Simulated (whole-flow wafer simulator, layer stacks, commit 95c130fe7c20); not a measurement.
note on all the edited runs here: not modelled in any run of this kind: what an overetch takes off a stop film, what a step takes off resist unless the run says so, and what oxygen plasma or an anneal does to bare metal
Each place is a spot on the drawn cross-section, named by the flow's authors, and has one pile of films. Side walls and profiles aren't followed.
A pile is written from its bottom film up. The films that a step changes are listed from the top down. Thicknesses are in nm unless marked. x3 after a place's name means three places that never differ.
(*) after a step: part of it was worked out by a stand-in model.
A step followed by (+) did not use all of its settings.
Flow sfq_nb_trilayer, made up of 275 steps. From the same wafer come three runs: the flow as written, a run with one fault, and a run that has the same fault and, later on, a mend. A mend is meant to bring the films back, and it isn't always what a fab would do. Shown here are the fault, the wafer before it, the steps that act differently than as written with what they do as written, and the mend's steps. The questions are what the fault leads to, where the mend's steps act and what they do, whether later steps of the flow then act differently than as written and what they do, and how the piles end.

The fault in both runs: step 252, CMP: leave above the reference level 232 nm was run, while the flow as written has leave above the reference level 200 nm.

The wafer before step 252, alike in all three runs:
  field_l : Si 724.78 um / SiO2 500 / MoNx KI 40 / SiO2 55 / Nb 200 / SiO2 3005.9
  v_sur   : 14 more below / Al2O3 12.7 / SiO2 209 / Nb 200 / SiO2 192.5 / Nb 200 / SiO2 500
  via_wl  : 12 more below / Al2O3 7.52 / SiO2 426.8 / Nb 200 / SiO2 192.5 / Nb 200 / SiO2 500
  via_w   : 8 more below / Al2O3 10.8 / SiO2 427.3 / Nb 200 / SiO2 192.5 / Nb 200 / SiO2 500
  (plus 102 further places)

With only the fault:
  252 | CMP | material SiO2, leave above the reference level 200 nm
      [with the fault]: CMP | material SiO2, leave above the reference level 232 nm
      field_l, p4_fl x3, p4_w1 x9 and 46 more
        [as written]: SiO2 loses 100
        [with the fault]: SiO2 loses 68
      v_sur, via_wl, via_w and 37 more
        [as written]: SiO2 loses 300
        [with the fault]: SiO2 loses 268
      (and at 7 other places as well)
  Later steps of the flow acting differently than as written (not shown: 3 more steps that differ only slightly, by at most 2% or 0.5 nm, whichever is larger):
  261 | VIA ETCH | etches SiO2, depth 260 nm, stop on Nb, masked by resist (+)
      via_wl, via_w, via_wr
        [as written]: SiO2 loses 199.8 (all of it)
        [with the fault]: SiO2 loses 231.8 (all of it)
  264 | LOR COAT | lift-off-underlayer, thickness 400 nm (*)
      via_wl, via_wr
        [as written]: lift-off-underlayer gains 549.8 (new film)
        [with the fault]: lift-off-underlayer gains 573.7 (new film)
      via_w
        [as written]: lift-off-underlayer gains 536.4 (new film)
        [with the fault]: lift-off-underlayer gains 558.2 (new film)
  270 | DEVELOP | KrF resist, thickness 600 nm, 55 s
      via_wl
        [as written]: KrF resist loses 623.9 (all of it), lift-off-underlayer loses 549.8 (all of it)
        [with the fault]: KrF resist loses 627.9 (all of it), lift-off-underlayer loses 573.7 (all of it)
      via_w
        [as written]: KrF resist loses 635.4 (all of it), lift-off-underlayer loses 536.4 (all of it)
        [with the fault]: KrF resist loses 641.3 (all of it), lift-off-underlayer loses 558.2 (all of it)
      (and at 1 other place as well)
  By the end, the piles at v_sur, via_sp, via_v and 83 more depart from the flow's by more than 2% or 0.5 nm, whichever is larger.
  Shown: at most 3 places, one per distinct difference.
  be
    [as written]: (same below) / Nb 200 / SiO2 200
    [with the fault]: (same below) / Nb 200 / SiO2 232
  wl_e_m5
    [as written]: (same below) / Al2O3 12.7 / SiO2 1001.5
    [with the fault]: (same below) / Al2O3 12.7 / SiO2 1033.5
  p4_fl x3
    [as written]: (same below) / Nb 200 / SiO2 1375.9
    [with the fault]: (same below) / Nb 200 / SiO2 1407.9

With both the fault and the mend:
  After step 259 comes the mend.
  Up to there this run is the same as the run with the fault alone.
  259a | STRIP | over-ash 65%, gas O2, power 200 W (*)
      field_l, v_sur, via_sp and 100 more
        KrF resist loses 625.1 (all of it), anti-reflective coat loses 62 (all of it)
      via_wl, via_w, via_wr
        anti-reflective coat loses 62 (all of it)
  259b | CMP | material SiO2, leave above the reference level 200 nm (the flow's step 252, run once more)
      field_l, v_sur, via_wl and 103 more
        SiO2 loses 32
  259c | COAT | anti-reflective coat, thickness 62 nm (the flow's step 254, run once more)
      field_l, v_sur, via_wl and 103 more
        anti-reflective coat gains 62 (new film)
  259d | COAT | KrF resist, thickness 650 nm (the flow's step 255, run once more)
      field_l, v_sur, via_wl and 103 more
        KrF resist gains 650 (new film)
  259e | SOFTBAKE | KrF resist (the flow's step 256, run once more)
      leaves every film unchanged at each place that is followed
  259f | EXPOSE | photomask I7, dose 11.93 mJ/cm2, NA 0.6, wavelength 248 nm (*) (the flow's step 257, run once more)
      leaves every film unchanged at each place that is followed
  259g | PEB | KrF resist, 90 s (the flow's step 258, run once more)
      field_l, v_sur, via_wl and 103 more
        KrF resist loses 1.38
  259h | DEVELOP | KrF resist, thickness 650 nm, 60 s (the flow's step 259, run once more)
      field_l, v_sur, via_sp and 100 more
        KrF resist loses 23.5
      via_wl, via_w, via_wr
        KrF resist loses 648.6 (all of it)
  Later steps of the flow that are run all act as written at every place that is followed.
  The piles end the same as the flow's at every place that both follow.
